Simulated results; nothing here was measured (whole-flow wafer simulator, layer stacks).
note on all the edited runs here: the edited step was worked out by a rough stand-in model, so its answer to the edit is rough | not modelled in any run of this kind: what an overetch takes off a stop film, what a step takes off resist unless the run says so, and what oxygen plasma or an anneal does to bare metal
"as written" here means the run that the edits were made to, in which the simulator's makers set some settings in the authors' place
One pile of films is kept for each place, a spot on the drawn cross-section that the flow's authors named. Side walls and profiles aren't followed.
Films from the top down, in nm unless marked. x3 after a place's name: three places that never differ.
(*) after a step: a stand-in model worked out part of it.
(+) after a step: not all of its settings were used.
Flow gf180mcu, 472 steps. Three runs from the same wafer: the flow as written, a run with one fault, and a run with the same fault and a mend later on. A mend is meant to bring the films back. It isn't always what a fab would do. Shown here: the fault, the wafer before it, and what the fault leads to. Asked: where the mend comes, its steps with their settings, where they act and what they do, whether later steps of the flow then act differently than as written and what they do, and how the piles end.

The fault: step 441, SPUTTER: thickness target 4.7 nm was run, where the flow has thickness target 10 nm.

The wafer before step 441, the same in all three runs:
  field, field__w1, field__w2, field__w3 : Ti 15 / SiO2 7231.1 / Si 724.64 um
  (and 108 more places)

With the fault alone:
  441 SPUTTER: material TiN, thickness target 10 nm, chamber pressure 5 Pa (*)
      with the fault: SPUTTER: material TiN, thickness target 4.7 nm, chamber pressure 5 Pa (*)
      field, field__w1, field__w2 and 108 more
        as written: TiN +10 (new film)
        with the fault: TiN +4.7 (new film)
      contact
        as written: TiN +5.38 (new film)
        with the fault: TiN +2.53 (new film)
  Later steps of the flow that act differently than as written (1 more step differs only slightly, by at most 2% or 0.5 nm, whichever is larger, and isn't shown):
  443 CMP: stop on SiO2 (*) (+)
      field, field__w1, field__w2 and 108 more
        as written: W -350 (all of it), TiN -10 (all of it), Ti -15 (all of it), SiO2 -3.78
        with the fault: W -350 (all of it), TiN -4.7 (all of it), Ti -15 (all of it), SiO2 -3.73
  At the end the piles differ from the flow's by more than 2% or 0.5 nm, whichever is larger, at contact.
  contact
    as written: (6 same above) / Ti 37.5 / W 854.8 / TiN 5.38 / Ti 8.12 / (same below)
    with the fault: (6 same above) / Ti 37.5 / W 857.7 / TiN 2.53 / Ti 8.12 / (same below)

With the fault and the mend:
  The mend comes after step 441.
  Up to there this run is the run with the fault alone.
  441a SPUTTER: material TiN, thickness target 5.3 nm, chamber pressure 5 Pa (*) (the flow's step 441 once more, with other settings)
      field, field__w1, field__w2 and 108 more
        TiN +5.3
      contact
        TiN +2.85
  No later step of the flow acts differently than as written at any place that is followed.
  At the end the piles are the same as the flow's at every place that both follow.
